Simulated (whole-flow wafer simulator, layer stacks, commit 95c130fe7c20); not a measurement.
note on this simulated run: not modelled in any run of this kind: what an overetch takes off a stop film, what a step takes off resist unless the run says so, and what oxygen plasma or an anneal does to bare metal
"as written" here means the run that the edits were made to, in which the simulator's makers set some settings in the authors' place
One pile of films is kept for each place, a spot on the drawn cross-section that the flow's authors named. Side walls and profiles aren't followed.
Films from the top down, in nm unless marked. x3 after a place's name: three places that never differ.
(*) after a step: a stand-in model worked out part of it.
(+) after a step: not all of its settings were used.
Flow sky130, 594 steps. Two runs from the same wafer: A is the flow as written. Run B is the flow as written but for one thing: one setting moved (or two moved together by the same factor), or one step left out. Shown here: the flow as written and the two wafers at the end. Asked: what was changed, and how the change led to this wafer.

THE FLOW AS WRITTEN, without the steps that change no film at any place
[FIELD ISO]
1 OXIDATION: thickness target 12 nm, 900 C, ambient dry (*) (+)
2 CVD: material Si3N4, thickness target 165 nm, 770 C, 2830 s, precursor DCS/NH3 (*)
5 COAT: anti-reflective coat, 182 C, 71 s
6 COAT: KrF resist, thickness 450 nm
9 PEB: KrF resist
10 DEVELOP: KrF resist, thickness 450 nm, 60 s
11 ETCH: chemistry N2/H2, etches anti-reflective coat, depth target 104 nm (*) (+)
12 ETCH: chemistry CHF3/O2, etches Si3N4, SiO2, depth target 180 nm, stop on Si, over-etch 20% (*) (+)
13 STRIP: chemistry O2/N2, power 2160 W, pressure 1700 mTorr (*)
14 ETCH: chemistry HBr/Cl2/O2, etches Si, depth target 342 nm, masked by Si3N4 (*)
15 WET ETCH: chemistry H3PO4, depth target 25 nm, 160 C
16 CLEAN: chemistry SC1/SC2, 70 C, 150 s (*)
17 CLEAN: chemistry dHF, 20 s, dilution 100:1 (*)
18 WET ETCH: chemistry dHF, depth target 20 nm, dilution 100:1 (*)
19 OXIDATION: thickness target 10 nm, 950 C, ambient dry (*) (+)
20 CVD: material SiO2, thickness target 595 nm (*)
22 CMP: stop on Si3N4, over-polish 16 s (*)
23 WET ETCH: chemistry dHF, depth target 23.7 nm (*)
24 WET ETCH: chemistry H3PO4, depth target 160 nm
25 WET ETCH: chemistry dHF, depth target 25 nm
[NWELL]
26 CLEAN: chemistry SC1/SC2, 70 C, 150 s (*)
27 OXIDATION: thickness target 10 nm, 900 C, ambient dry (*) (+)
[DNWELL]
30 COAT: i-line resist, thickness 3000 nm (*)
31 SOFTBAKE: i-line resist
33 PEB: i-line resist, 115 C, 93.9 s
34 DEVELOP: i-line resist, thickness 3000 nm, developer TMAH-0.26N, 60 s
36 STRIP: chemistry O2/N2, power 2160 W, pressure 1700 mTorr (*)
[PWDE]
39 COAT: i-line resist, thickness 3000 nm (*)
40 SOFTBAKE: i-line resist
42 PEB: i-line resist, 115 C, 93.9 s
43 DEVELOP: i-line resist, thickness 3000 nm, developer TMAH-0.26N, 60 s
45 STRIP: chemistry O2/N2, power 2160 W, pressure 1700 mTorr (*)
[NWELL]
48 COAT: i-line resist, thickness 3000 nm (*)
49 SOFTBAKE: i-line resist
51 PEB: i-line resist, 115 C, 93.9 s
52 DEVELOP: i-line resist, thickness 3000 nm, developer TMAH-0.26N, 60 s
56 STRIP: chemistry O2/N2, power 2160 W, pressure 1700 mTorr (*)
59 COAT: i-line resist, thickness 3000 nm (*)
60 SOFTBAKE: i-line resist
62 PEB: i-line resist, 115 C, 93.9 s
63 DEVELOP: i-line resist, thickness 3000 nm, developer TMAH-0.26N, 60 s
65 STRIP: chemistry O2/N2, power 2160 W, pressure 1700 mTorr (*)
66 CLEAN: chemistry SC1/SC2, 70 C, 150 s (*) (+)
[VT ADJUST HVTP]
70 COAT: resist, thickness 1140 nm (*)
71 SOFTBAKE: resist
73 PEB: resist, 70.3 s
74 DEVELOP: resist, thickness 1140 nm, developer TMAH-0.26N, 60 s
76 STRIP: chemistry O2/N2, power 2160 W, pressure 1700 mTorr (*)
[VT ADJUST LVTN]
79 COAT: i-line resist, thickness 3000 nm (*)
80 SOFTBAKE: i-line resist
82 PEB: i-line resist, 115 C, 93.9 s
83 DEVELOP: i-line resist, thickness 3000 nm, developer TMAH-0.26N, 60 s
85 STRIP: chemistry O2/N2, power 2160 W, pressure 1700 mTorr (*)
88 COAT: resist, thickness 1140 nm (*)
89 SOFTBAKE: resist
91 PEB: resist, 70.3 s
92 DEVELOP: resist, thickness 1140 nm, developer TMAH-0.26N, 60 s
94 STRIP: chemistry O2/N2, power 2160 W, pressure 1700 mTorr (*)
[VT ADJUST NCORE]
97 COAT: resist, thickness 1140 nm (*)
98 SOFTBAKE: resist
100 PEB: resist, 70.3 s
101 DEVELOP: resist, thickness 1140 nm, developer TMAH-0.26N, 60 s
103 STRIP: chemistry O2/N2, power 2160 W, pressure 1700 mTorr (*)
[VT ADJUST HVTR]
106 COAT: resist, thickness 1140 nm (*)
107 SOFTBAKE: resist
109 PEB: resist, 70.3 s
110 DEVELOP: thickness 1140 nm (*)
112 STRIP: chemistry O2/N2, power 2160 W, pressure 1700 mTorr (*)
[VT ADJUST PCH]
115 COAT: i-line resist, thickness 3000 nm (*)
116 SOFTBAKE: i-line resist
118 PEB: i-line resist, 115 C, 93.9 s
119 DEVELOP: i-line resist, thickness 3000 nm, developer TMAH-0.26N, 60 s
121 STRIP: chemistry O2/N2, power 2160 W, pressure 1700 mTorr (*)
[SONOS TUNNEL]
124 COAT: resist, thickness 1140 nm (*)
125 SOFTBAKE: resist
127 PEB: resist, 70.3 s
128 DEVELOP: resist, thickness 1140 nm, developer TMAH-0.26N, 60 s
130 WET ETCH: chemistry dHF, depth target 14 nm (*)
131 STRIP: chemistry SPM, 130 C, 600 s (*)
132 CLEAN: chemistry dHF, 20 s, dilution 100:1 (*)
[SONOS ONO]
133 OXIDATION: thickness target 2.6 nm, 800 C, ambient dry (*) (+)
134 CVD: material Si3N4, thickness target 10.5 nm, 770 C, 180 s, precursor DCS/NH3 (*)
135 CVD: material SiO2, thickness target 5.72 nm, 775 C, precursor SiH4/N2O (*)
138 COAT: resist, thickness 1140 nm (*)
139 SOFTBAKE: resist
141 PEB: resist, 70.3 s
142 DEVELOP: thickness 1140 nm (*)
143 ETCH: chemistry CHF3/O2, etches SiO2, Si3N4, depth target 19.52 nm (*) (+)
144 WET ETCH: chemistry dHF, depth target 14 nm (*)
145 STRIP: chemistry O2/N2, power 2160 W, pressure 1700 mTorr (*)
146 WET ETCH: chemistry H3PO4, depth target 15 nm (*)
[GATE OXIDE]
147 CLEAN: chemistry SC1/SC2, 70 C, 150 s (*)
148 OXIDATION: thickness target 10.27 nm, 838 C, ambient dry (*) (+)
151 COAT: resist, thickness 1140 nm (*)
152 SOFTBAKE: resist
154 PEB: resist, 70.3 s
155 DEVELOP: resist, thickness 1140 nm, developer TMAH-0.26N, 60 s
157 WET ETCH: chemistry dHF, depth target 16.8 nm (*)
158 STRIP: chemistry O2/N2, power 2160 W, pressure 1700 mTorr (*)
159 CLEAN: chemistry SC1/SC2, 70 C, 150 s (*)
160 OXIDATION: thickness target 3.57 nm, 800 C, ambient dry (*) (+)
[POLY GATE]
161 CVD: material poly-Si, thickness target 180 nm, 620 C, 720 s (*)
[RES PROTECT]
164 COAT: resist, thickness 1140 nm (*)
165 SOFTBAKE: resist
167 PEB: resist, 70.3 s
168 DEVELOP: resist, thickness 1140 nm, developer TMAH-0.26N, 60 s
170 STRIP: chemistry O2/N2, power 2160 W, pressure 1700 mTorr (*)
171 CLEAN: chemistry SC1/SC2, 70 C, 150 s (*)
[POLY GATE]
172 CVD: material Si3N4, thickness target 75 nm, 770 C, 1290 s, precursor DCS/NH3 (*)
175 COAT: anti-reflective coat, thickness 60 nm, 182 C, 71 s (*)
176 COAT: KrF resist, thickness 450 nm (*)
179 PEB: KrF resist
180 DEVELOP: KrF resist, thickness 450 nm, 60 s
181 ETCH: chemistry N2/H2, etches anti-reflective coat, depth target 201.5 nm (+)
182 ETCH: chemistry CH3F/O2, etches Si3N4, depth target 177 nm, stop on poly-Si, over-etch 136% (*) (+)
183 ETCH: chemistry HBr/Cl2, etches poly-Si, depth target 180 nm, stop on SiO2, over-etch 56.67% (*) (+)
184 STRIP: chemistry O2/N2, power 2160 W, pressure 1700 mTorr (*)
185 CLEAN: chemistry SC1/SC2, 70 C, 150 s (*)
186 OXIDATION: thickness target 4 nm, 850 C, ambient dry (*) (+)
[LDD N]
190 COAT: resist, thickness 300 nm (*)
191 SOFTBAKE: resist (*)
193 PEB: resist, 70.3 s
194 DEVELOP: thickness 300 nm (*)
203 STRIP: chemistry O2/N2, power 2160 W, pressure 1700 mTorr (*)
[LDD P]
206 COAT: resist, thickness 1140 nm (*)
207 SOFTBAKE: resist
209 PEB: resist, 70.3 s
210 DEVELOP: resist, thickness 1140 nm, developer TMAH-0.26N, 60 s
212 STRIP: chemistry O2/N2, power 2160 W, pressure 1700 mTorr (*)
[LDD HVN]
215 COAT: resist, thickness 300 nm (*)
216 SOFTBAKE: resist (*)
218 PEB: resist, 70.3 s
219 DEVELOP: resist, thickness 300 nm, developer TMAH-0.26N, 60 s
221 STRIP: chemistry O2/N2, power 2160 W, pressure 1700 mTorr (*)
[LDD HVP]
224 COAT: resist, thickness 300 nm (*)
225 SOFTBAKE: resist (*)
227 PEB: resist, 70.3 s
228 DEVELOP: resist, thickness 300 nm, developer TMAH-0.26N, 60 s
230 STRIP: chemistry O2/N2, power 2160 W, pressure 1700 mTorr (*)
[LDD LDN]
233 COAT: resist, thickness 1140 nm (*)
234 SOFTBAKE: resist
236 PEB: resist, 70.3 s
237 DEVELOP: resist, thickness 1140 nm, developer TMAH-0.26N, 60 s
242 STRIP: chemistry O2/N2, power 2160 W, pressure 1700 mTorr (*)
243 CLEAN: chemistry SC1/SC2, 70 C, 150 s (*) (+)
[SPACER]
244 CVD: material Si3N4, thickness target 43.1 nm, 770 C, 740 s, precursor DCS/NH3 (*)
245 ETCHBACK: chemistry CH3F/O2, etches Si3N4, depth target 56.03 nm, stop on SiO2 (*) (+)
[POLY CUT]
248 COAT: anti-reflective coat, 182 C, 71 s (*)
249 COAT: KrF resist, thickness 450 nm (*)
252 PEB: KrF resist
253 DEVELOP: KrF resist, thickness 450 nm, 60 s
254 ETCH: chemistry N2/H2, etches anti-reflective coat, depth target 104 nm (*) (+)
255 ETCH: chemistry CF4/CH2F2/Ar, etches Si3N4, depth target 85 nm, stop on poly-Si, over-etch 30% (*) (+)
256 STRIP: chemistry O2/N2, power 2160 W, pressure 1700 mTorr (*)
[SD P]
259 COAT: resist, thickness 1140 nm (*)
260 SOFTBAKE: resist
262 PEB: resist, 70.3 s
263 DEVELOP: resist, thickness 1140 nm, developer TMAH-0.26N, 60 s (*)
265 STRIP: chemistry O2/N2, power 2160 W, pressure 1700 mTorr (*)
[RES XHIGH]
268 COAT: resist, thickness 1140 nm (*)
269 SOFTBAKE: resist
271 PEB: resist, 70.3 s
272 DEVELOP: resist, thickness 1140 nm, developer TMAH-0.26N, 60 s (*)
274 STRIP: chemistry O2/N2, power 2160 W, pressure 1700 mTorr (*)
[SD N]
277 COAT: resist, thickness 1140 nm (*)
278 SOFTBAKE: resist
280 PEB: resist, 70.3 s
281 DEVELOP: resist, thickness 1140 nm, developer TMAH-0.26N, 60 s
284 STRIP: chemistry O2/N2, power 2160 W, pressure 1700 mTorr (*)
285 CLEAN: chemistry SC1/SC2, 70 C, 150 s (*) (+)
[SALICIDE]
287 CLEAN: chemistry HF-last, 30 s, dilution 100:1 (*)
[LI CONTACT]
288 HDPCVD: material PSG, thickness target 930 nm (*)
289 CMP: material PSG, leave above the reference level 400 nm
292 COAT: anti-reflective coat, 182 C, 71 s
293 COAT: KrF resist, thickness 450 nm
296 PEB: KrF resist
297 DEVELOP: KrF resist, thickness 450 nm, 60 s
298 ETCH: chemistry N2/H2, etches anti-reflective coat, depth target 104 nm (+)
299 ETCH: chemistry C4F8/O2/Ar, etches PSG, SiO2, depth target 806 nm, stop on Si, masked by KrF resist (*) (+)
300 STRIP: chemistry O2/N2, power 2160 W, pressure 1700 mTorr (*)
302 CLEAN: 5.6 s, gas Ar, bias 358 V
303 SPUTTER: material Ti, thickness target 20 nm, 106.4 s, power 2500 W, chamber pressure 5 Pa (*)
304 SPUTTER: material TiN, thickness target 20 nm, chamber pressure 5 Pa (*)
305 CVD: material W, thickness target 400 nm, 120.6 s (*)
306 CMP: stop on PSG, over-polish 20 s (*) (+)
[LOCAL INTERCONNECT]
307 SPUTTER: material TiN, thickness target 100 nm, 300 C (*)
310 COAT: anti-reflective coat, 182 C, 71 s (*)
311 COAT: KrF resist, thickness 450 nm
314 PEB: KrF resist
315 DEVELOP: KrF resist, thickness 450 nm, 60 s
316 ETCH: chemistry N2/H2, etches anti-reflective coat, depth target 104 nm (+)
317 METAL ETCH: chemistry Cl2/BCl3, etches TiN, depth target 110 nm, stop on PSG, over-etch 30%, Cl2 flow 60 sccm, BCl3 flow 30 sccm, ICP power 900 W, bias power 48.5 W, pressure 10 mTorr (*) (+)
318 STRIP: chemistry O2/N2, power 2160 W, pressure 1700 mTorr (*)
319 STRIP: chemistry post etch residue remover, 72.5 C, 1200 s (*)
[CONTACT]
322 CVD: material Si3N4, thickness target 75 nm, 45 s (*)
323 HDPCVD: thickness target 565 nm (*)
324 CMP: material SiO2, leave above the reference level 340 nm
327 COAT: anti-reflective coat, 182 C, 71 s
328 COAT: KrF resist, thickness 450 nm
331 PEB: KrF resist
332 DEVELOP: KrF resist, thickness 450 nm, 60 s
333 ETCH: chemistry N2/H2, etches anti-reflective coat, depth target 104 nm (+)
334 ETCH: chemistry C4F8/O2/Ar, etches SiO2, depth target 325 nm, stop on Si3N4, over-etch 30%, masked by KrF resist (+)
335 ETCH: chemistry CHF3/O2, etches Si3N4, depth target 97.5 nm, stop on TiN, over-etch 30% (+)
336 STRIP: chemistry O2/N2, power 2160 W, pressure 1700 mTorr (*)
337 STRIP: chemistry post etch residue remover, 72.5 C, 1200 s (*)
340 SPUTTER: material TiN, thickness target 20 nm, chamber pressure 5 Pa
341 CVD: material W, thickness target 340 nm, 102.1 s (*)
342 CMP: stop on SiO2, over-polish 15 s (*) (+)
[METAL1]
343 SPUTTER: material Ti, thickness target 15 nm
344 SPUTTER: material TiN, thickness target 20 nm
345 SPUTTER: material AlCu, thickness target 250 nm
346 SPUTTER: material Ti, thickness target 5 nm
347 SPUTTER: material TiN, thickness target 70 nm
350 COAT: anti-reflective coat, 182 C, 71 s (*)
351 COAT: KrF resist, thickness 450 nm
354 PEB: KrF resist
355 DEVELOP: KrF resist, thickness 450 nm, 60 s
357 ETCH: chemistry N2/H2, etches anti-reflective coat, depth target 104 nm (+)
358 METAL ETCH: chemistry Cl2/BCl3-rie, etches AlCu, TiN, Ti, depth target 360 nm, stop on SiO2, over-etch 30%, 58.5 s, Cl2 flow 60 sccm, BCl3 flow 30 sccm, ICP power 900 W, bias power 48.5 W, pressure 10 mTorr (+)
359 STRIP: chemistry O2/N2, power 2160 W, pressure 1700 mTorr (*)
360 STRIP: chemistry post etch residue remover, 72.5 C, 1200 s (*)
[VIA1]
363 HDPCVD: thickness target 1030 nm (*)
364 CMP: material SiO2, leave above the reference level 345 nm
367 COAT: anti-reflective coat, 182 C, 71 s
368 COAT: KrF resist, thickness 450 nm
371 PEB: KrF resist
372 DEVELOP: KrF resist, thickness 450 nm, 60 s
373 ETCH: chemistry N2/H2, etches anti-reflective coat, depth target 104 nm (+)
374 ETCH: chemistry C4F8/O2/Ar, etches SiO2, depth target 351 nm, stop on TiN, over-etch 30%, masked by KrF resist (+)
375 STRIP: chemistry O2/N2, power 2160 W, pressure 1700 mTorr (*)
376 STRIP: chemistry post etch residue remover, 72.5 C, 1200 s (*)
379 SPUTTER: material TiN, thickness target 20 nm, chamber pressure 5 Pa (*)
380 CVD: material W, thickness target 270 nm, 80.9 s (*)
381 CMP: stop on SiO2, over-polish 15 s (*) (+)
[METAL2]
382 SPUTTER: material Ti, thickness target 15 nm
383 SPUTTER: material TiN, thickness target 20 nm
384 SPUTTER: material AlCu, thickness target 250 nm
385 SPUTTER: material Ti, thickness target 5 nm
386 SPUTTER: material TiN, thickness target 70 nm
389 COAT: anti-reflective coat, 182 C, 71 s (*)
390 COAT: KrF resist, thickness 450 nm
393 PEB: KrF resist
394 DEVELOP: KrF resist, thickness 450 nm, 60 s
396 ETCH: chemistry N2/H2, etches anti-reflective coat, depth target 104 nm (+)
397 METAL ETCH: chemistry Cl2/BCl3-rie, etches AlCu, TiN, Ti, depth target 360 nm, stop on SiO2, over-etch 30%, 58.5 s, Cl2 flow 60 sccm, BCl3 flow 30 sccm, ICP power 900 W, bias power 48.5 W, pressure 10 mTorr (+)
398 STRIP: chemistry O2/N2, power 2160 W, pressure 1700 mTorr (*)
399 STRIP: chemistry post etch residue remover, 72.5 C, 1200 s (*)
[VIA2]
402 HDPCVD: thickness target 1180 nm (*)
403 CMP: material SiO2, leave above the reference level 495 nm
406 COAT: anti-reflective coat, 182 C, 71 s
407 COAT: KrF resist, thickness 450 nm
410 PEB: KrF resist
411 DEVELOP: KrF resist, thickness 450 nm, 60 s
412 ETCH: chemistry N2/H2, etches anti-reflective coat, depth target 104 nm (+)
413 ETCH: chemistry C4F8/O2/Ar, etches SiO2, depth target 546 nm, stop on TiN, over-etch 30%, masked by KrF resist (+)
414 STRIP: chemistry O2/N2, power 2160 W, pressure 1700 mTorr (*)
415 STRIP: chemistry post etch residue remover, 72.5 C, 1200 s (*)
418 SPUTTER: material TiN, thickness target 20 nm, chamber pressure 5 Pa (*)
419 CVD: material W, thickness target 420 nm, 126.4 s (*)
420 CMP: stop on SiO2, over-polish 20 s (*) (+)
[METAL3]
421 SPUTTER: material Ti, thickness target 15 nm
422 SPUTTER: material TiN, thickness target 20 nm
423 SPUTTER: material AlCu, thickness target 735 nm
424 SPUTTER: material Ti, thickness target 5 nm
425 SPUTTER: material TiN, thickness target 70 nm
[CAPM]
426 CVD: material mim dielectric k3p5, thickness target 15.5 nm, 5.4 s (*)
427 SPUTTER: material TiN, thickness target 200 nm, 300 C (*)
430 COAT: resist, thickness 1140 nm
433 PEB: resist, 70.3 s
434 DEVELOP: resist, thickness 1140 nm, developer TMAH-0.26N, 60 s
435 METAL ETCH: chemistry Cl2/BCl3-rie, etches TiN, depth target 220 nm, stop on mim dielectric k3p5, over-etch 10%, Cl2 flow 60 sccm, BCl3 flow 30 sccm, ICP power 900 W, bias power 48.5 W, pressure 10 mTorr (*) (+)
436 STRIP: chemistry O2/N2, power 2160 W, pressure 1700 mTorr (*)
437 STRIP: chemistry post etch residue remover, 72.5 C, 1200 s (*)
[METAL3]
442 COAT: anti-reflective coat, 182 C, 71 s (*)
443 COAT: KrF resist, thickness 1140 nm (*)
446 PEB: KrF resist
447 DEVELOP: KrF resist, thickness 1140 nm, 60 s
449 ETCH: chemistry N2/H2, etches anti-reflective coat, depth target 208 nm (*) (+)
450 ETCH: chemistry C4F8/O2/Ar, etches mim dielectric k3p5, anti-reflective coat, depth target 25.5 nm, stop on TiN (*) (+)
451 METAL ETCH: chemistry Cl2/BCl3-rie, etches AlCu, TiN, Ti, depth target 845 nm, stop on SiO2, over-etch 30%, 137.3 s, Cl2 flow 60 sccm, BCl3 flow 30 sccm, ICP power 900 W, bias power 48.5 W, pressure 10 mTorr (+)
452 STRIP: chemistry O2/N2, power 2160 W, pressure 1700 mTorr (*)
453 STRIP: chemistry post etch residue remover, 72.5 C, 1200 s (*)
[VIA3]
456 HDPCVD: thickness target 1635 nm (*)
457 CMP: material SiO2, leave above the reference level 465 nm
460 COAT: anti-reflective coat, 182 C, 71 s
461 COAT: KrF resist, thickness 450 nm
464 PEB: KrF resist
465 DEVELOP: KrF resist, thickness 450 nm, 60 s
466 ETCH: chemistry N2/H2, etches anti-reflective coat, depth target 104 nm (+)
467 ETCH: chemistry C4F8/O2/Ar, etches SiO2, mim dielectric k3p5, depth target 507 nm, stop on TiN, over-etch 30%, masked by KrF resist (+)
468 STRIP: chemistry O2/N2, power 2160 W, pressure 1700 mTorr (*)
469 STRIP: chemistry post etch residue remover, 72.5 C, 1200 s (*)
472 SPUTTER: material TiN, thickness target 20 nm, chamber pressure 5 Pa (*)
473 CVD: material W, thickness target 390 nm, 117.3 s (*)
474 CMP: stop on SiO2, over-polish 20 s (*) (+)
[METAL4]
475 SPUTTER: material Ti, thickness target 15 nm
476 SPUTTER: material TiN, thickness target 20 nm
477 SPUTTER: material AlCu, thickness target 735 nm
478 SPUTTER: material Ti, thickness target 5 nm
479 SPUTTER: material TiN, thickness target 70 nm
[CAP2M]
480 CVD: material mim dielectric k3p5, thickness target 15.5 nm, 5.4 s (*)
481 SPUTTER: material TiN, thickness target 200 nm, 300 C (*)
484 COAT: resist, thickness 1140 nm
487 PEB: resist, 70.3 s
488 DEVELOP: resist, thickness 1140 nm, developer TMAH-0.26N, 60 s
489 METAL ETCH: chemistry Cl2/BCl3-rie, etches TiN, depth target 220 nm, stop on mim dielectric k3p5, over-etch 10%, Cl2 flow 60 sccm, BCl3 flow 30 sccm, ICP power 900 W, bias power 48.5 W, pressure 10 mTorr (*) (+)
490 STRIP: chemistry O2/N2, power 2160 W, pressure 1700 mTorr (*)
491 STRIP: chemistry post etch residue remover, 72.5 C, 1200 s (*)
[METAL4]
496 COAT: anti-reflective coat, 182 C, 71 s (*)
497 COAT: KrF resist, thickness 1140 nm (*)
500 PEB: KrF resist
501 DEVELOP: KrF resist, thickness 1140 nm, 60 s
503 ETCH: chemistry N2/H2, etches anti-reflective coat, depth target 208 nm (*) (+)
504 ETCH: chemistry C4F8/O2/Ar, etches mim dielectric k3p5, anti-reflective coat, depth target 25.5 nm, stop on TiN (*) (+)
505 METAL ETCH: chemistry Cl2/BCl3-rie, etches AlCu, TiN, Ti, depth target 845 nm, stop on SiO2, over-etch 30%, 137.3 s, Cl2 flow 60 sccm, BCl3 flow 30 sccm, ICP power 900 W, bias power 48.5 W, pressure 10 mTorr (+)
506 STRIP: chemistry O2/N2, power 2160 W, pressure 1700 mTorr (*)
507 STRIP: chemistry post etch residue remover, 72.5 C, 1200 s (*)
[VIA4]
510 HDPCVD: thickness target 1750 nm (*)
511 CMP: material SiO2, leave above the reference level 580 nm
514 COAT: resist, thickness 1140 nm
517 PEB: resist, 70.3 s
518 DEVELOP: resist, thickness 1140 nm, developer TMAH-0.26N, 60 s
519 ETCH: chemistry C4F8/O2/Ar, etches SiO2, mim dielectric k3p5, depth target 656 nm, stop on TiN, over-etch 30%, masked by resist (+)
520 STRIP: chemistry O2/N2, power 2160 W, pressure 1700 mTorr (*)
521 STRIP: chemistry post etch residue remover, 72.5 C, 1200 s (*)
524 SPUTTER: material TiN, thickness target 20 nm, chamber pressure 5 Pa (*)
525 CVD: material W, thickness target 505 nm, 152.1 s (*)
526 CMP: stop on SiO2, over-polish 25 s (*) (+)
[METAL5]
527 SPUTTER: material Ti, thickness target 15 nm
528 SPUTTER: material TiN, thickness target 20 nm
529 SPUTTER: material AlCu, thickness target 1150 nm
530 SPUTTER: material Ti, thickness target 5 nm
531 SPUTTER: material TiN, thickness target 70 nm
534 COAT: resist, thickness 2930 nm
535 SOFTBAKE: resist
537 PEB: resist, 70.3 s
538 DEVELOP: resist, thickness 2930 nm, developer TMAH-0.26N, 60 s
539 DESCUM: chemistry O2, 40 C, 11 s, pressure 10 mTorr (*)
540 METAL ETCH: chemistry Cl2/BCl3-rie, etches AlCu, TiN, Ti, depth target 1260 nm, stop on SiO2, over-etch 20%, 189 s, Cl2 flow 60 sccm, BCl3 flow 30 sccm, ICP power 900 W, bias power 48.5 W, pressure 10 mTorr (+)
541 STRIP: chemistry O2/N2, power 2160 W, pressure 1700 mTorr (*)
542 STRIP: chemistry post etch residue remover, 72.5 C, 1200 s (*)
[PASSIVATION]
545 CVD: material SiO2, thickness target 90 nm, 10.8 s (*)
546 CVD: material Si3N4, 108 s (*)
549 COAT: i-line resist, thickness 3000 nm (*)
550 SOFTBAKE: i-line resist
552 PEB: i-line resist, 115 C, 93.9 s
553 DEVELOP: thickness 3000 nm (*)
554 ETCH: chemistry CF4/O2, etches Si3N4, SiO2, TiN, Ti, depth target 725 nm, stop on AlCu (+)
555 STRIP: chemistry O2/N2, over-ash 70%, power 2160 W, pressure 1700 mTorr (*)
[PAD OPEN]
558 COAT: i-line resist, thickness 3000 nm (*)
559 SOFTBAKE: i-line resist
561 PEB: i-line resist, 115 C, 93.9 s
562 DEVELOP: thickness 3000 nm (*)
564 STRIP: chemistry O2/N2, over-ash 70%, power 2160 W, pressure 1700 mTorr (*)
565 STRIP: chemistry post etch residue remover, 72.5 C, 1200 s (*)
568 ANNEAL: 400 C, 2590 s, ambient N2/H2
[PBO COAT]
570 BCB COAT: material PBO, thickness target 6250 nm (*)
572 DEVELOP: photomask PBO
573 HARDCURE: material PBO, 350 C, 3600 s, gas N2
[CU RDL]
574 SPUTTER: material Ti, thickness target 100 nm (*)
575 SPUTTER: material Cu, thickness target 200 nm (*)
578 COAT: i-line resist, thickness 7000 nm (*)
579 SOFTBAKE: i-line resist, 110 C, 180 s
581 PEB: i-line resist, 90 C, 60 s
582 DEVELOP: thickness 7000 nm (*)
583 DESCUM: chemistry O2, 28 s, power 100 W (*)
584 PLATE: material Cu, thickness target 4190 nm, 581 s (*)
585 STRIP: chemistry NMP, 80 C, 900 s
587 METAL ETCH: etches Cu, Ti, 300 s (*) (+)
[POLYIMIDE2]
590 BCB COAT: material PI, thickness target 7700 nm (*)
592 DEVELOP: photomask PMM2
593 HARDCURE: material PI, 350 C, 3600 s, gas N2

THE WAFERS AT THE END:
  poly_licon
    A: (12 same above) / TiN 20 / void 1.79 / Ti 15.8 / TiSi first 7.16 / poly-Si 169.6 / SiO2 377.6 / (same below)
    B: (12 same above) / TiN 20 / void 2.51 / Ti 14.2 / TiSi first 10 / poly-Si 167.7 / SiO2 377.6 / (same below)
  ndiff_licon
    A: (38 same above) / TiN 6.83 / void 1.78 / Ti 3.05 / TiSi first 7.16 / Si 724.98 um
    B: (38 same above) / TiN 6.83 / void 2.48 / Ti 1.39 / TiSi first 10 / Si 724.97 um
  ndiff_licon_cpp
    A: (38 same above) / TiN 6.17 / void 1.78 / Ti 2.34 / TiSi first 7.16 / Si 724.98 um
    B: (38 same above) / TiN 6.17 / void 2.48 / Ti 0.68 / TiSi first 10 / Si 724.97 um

The cause: step 573, HARDCURE: 402 C was run, where the flow has 350 C.

How the change led to this, step by step:
  573 HARDCURE: material PBO, 350 C, 3600 s, gas N2
      poly_licon, rpo_hd_licon: A PBO -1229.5, void +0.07, Ti -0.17, TiSi first +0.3, poly-Si -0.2 | B PBO -1229.5, void +0.81, Ti -1.88, TiSi first +3.22, poly-Si -2.14
      ndiff_licon: A PBO -1235.4, void +0.07, Ti -0.17, TiSi first +0.3, Si -0.2 | B PBO -1235.4, void +0.8, Ti -1.88, TiSi first +3.22, Si -2.13
      (and at 1 more place)
